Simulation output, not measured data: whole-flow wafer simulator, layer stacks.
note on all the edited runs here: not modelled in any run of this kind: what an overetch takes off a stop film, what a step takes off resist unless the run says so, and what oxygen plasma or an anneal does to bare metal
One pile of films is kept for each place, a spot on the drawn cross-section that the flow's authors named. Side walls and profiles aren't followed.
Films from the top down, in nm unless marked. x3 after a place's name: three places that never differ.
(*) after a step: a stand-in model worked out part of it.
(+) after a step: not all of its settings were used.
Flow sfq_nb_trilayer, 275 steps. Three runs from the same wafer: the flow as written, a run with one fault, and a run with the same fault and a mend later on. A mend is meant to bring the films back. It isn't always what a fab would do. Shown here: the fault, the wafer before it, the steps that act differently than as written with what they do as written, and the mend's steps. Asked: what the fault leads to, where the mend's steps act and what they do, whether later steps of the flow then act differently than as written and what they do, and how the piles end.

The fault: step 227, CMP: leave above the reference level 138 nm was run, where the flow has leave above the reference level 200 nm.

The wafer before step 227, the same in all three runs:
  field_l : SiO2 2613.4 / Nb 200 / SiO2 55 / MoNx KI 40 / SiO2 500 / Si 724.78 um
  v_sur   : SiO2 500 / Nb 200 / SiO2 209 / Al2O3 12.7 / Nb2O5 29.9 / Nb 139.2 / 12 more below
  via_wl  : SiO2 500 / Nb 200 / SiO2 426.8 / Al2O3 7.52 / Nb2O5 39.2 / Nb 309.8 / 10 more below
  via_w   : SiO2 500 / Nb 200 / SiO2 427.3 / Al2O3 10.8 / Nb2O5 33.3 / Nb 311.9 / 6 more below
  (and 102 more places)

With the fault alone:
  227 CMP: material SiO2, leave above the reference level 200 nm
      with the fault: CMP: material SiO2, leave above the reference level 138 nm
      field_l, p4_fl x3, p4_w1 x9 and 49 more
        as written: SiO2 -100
        with the fault: SiO2 -162
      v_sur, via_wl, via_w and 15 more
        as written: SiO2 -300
        with the fault: SiO2 -362
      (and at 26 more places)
  Later steps of the flow that act differently than as written (4 more steps differ only slightly, by at most 2% or 0.5 nm, whichever is larger, and aren't shown):
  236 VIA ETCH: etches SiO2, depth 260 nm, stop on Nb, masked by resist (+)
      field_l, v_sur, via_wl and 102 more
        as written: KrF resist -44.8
        with the fault: KrF resist -35.6
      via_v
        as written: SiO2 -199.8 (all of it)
        with the fault: SiO2 -137.8 (all of it)
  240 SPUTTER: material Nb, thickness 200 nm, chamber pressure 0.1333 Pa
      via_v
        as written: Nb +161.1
        with the fault: Nb +176.2
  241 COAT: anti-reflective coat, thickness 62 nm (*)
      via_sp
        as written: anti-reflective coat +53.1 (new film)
        with the fault: anti-reflective coat +54.2 (new film)
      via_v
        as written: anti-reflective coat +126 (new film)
        with the fault: anti-reflective coat +111.1 (new film)
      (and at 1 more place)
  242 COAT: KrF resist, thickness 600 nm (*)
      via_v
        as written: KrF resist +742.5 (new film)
        with the fault: KrF resist +690.5 (new film)
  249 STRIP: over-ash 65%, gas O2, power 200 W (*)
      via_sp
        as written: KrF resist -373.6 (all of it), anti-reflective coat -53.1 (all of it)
        with the fault: KrF resist -378 (all of it), anti-reflective coat -54.2 (all of it)
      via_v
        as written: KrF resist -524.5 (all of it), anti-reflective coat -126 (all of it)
        with the fault: KrF resist -472.6 (all of it), anti-reflective coat -111.1 (all of it)
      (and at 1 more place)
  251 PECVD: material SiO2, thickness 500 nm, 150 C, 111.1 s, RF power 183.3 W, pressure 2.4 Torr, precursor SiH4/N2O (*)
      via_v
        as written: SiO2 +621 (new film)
        with the fault: SiO2 +517.8 (new film)
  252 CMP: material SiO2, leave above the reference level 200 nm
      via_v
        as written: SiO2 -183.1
        with the fault: SiO2 -157.1
  At the end the piles differ from the flow's by more than 2% or 0.5 nm, whichever is larger, at field_l, v_sur, via_wl and 102 more.
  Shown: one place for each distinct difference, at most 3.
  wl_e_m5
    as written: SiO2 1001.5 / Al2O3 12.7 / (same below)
    with the fault: SiO2 939.5 / Al2O3 12.7 / (same below)
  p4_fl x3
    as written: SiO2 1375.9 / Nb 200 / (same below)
    with the fault: SiO2 1313.9 / Nb 200 / (same below)
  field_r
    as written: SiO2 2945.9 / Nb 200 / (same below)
    with the fault: SiO2 2883.9 / Nb 200 / (same below)

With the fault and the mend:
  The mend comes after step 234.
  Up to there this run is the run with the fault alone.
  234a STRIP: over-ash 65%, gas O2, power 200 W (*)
      field_l, v_sur, via_wl and 102 more
        KrF resist -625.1 (all of it), anti-reflective coat -62 (all of it)
      via_v
        anti-reflective coat -62 (all of it)
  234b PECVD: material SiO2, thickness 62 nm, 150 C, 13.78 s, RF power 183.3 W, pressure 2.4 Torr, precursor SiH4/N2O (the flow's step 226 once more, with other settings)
      field_l, v_sur, via_wl and 103 more
        SiO2 +62
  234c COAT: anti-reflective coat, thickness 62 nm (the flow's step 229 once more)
      field_l, v_sur, via_wl and 103 more
        anti-reflective coat +62 (new film)
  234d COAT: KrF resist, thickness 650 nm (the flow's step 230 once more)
      field_l, v_sur, via_wl and 103 more
        KrF resist +650 (new film)
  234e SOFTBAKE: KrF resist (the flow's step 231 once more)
      changes no film at any place that is followed
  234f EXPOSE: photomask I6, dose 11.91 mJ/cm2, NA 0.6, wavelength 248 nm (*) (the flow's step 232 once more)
      changes no film at any place that is followed
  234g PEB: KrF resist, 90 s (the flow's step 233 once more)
      field_l, v_sur, via_wl and 103 more
        KrF resist -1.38
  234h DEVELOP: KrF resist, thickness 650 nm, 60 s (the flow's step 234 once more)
      field_l, v_sur, via_wl and 102 more
        KrF resist -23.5
      via_v
        KrF resist -648.6 (all of it)
  No later step of the flow acts differently than as written, at any place that is followed, by more than 2% or 0.5 nm, whichever is larger.
  At the end the piles are the same as the flow's at every place that both follow.
